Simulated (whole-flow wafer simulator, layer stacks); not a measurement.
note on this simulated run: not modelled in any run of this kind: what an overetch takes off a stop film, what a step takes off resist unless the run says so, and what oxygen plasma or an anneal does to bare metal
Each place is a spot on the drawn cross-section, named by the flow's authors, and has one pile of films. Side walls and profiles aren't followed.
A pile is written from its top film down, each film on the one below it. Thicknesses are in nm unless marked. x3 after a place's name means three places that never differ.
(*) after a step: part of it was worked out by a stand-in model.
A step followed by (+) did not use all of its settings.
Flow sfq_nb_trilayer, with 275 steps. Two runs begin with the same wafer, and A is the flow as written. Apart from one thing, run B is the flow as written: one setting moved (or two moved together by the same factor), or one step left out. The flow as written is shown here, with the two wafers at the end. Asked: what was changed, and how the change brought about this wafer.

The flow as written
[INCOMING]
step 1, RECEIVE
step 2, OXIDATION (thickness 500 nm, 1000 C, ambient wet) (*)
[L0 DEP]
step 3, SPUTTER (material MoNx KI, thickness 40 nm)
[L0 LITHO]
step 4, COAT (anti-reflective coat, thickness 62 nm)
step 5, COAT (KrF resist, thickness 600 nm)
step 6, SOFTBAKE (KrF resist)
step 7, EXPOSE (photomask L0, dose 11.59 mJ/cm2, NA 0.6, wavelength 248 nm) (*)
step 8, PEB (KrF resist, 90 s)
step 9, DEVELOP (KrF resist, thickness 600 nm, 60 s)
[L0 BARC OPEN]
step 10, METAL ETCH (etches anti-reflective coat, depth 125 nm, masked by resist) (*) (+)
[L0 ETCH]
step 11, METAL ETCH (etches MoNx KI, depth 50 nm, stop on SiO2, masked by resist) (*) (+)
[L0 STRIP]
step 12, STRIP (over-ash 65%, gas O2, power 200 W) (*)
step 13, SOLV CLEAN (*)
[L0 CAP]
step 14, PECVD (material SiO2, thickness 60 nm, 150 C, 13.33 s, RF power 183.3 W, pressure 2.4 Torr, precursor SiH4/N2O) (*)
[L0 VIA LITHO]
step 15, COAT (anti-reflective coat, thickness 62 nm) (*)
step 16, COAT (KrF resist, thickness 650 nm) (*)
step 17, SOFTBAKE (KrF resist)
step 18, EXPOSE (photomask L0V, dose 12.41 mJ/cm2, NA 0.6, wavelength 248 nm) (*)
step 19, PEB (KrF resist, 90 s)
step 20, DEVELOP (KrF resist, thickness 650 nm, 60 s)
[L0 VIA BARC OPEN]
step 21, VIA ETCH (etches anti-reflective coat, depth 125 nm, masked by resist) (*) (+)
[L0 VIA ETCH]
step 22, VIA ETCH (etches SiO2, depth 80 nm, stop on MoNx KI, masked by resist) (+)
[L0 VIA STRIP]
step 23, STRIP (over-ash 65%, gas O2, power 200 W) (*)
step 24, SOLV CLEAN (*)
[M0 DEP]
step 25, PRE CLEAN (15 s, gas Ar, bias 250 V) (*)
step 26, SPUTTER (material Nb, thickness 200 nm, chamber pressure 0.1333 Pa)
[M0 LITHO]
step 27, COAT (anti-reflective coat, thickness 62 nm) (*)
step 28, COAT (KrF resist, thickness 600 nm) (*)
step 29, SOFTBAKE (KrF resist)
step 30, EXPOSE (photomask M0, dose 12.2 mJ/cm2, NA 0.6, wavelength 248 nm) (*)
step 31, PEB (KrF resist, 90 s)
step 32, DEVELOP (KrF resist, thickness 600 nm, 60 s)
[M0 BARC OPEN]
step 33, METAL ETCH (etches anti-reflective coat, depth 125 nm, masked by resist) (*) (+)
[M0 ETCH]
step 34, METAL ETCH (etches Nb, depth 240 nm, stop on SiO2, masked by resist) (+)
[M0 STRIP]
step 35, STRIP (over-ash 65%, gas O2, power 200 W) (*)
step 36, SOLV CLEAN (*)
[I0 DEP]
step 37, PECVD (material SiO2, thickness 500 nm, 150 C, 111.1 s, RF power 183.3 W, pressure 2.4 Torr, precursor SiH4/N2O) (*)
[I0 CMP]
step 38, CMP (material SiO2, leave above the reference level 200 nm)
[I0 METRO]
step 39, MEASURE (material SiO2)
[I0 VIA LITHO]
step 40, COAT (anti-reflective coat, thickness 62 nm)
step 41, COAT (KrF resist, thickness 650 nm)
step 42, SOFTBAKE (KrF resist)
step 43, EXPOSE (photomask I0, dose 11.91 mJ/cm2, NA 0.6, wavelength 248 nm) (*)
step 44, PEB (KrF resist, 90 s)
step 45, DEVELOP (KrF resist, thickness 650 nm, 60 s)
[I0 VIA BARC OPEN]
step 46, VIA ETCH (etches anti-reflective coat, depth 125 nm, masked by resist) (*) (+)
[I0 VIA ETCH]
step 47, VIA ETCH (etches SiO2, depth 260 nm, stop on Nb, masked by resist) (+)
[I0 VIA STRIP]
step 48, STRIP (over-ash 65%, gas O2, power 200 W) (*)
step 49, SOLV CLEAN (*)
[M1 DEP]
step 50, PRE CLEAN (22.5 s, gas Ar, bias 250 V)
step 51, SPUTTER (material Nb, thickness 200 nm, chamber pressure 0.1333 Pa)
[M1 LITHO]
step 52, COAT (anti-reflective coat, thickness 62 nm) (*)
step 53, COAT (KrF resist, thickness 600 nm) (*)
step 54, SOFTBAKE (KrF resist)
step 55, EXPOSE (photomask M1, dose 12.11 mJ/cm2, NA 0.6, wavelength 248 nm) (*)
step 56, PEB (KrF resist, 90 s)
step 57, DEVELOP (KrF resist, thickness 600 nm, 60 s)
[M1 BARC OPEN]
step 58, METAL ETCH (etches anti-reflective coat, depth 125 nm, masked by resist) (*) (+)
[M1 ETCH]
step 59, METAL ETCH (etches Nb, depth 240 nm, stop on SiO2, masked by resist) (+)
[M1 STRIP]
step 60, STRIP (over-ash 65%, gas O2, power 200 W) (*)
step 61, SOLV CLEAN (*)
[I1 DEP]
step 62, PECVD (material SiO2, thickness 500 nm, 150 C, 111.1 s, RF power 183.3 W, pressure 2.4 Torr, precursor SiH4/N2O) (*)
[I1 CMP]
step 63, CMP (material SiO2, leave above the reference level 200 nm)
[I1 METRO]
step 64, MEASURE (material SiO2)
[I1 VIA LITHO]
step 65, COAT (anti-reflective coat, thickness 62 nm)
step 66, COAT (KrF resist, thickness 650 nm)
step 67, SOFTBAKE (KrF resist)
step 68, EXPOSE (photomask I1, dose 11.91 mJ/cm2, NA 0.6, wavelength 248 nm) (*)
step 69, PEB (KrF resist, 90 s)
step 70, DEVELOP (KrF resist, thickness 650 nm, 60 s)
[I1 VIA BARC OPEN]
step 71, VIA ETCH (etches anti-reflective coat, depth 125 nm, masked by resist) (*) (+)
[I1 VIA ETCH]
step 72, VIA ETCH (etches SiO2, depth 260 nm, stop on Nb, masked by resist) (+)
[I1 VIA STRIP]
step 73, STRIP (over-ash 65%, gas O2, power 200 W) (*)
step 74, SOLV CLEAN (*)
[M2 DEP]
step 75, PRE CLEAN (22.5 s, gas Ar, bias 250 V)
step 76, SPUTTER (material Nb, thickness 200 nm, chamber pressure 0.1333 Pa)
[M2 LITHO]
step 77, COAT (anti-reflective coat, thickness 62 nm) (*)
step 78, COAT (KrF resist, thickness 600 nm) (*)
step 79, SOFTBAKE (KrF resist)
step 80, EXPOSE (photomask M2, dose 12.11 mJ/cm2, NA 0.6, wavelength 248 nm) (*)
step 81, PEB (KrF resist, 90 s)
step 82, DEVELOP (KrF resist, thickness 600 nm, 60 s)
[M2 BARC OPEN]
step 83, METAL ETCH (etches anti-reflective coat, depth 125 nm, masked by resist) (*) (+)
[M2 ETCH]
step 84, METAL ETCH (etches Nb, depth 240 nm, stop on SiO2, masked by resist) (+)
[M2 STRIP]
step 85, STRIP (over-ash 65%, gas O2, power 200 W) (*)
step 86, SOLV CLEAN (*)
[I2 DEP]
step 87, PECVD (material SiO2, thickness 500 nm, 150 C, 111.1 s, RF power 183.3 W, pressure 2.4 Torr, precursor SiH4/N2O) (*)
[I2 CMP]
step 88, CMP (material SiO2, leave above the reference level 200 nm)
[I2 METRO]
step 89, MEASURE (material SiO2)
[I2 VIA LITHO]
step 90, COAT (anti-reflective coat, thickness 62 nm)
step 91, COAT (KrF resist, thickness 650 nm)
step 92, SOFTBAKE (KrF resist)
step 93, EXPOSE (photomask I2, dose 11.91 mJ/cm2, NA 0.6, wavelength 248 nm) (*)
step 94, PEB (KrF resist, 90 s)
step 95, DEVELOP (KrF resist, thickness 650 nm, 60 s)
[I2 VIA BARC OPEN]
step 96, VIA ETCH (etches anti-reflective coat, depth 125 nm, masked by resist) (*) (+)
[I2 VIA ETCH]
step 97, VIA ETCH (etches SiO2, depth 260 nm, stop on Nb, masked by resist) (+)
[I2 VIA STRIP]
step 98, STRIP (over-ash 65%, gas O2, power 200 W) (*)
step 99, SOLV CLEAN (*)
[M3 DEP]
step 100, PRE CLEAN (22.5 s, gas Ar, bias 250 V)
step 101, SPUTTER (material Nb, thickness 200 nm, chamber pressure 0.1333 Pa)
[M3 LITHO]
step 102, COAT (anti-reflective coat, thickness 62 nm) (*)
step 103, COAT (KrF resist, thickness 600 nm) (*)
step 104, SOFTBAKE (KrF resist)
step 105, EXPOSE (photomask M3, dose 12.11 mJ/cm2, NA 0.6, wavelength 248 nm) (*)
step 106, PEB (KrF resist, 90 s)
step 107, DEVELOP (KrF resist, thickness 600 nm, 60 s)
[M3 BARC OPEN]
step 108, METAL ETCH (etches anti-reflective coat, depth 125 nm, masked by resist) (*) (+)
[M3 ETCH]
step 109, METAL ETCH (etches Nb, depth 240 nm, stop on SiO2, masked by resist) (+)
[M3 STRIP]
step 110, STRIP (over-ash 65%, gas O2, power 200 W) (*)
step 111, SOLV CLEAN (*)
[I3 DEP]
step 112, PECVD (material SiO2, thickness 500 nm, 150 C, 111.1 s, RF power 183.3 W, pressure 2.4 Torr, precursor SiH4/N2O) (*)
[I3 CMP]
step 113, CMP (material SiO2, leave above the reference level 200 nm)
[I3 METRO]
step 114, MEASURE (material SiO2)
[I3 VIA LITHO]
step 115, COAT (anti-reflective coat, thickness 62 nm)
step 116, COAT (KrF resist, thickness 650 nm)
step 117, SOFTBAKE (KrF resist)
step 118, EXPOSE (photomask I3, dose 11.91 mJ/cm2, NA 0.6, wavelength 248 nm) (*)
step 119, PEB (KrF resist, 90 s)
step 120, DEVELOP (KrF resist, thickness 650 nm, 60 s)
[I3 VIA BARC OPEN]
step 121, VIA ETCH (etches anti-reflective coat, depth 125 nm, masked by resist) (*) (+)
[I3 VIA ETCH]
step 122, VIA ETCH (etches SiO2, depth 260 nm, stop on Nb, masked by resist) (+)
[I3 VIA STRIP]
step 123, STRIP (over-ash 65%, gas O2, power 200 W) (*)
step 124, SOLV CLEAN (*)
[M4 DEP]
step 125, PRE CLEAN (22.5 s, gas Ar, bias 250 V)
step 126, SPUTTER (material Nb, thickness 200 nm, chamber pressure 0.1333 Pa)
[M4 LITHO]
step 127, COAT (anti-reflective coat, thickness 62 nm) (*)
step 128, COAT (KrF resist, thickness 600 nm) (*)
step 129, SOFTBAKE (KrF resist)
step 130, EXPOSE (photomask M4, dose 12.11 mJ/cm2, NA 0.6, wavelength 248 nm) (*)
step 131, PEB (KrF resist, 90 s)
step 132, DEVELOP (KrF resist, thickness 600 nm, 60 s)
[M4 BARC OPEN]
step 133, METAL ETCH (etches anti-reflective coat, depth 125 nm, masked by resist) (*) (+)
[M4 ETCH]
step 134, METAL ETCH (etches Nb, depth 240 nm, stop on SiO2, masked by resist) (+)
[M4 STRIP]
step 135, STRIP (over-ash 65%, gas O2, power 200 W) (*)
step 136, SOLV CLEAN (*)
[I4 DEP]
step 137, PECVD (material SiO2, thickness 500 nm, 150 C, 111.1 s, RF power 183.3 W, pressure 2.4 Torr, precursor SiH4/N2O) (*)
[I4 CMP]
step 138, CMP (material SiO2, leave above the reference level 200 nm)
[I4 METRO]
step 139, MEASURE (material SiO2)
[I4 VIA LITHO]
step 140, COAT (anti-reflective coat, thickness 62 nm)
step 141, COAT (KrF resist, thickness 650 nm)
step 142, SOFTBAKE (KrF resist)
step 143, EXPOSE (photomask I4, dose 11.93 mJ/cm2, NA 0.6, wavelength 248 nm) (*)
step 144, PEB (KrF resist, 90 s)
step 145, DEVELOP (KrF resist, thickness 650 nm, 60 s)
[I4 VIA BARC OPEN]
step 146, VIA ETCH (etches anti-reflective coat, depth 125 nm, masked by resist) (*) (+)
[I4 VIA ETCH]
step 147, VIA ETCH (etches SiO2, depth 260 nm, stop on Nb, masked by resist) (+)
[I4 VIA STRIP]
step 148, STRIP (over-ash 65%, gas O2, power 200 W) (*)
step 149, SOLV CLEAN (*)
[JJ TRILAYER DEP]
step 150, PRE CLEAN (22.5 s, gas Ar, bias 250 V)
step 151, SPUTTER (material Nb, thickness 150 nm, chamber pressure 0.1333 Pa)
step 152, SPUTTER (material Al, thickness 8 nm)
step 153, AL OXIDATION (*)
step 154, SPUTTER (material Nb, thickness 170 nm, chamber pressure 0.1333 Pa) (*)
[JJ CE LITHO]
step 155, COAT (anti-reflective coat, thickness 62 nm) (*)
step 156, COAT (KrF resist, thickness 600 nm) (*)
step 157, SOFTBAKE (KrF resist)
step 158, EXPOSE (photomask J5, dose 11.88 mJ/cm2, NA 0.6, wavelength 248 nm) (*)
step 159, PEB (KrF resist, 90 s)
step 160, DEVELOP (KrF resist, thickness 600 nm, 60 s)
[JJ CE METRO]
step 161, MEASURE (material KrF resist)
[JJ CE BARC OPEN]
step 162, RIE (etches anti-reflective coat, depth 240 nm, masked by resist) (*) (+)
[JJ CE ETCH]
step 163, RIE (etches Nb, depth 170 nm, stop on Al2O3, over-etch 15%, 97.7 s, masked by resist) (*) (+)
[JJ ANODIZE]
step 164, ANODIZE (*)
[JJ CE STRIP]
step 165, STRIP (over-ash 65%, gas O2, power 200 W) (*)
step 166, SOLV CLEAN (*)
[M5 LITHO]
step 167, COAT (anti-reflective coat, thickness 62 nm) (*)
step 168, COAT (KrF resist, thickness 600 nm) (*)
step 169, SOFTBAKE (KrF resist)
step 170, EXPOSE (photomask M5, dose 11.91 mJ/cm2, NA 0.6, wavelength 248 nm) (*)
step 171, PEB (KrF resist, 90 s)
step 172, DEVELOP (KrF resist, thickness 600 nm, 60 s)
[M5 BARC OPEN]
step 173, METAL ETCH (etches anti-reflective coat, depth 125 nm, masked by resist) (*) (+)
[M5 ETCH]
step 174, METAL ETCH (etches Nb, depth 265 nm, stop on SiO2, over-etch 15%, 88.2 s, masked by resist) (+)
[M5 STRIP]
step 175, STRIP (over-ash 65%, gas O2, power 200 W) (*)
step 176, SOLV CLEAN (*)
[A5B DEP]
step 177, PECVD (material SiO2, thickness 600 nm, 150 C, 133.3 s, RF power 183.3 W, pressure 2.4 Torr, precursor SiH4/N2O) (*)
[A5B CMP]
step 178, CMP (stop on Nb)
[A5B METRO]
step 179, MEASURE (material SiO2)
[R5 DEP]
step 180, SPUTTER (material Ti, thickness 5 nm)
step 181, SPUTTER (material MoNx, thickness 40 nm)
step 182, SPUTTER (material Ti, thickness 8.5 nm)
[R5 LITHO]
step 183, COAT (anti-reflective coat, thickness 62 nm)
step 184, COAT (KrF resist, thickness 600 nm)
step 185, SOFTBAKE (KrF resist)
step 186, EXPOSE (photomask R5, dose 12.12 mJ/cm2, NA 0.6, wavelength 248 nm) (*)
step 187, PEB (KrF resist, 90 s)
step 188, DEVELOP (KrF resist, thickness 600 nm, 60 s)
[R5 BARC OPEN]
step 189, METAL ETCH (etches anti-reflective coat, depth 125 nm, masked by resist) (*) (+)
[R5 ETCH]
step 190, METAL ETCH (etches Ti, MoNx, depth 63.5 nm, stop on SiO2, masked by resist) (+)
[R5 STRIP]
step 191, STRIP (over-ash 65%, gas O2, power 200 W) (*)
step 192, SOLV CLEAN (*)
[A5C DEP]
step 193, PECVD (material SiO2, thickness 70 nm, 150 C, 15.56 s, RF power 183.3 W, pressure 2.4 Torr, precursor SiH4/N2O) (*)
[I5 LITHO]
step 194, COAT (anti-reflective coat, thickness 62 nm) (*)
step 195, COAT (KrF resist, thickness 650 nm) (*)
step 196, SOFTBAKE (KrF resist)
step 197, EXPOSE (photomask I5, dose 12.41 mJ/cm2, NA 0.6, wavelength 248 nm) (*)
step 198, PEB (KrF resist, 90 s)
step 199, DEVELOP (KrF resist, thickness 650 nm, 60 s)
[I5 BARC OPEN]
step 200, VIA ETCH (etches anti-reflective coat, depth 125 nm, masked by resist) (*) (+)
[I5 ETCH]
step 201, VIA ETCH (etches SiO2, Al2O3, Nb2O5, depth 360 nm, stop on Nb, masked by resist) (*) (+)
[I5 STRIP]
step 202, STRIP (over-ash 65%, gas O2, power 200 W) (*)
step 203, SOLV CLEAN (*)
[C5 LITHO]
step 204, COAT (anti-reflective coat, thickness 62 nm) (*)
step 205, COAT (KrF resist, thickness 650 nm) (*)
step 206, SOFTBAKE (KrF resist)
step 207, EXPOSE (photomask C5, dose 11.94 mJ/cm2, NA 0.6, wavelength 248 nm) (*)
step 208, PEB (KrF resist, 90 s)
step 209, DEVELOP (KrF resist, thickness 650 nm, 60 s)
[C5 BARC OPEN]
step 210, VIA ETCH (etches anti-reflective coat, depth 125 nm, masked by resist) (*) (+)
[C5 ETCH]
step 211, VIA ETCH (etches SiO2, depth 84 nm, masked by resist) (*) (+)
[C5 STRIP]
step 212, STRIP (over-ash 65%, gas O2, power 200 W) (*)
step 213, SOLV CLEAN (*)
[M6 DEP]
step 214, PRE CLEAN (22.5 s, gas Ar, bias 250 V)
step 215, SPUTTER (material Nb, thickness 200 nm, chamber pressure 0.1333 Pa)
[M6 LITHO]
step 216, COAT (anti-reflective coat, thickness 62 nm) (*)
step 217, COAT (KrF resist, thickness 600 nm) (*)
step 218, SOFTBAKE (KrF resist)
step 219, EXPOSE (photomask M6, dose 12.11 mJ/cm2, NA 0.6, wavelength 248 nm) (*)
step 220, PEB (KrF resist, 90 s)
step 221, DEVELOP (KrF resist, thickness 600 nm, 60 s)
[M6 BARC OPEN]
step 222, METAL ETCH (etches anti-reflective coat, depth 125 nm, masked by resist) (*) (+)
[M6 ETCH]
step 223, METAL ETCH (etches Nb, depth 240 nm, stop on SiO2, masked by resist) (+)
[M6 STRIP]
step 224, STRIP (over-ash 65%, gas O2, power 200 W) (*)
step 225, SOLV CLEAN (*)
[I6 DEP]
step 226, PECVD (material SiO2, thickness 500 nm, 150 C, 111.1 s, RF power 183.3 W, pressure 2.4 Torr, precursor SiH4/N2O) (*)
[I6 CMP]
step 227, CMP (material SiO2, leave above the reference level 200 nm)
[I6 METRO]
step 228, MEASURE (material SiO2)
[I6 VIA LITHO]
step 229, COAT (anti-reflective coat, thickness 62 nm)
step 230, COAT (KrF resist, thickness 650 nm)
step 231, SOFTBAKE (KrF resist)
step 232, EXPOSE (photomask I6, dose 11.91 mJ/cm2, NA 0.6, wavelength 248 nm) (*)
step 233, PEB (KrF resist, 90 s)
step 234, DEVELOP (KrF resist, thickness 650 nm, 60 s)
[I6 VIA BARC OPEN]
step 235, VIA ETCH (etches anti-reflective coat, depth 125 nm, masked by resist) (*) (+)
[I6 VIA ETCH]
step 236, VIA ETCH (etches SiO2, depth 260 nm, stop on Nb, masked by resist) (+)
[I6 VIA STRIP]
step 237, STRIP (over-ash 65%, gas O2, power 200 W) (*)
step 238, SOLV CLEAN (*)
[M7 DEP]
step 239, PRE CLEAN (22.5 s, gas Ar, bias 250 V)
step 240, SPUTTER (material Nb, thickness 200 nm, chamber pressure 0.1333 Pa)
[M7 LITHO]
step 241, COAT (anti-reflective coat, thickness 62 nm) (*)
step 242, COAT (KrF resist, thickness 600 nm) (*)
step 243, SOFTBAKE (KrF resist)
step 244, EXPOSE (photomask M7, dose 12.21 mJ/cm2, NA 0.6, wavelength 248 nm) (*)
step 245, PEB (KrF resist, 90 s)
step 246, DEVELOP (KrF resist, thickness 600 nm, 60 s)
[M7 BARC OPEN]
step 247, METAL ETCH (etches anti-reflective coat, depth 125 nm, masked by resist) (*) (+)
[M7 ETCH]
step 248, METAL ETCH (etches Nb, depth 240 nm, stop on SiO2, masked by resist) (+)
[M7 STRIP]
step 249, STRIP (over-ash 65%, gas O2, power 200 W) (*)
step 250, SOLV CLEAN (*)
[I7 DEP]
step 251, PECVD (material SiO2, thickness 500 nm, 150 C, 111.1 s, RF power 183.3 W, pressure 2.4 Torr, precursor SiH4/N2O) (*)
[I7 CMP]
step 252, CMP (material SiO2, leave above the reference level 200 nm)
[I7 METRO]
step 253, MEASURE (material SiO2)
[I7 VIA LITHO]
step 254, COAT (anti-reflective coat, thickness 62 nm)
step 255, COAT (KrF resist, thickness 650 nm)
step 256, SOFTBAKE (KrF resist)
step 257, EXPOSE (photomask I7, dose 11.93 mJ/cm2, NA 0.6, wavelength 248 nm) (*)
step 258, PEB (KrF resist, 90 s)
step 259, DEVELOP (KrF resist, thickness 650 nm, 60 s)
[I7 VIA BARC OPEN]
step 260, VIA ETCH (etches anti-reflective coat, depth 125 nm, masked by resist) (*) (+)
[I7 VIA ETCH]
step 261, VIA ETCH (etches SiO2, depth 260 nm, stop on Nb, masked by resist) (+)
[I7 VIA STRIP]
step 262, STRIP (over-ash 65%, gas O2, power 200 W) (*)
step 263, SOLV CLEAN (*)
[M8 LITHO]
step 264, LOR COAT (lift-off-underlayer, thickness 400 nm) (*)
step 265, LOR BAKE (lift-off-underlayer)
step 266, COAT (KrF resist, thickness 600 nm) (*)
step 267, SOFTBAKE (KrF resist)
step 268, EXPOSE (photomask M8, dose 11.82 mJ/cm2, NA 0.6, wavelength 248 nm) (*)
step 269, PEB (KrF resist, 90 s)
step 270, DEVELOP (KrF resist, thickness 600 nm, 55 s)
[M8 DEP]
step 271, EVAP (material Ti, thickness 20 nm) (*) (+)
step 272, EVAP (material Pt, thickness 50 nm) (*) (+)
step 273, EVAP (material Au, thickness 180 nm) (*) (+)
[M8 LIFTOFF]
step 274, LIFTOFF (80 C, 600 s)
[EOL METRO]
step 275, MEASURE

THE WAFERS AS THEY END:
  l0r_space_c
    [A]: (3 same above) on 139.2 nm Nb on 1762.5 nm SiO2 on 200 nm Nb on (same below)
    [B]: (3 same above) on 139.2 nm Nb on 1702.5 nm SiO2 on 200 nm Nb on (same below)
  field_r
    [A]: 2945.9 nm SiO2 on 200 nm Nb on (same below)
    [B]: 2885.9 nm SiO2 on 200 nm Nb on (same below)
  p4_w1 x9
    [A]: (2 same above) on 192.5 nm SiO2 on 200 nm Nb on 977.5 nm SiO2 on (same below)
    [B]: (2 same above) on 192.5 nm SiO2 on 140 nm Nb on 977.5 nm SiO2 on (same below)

Cause: step 101, SPUTTER: thickness 140 nm was run, though the flow has thickness 200 nm.
One can read it off the wafer: p4_w1 x9 has Nb 140, and step 101 as written asks for 200 nm.

How this came from the change, step by step:
  step 101, SPUTTER (material Nb, thickness 200 nm, chamber pressure 0.1333 Pa)
      field_l, v_sur, via_wl and 102 more: A Nb gains 200 (new film) | B Nb gains 140 (new film)
      via_w: A Nb gains 165.5 | B Nb gains 115.6
  step 102, COAT (anti-reflective coat, thickness 62 nm) (*)
      via_wl: A anti-reflective coat gains 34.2 (new film) | B anti-reflective coat gains 32.6 (new film)
      via_w: A anti-reflective coat gains 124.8 (new film) | B anti-reflective coat gains 121.6 (new film)
  step 109, METAL ETCH (etches Nb, depth 240 nm, stop on SiO2, masked by resist) (+)
      field_l, be, be_sur and 72 more: A Nb loses 200 (all of it) | B Nb loses 140 (all of it)
      v_sur, via_wl, via_w and 28 more: A KrF resist loses 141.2 | B KrF resist loses 123.5
  step 110, STRIP (over-ash 65%, gas O2, power 200 W) (*)
      p4_w1 x9, wl_j_sl, wl_jj and 13 more: A KrF resist loses 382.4 (all of it), anti-reflective coat loses 62 (all of it) | B KrF resist loses 400 (all of it), anti-reflective coat loses 62 (all of it)
      v_sur: A KrF resist loses 365.3 (all of it), anti-reflective coat loses 61.1 (all of it) | B KrF resist loses 383.6 (all of it), anti-reflective coat loses 60.8 (all of it)
      (also at 6 further places)
  step 112, PECVD (material SiO2, thickness 500 nm, 150 C, 111.1 s, RF power 183.3 W, pressure 2.4 Torr, precursor SiH4/N2O) (*)
      p4_g1 x2, p3_s0 x6: A SiO2 gains 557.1 | B SiO2 gains 500
      via_w: A SiO2 gains 615 (new film) | B SiO2 gains 598.9 (new film)
  step 113, CMP (material SiO2, leave above the reference level 200 nm)
      field_l, be, be_sur and 64 more: A SiO2 loses 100 | B SiO2 loses 160
      via_w: A SiO2 loses 181.6 | B SiO2 loses 175.5
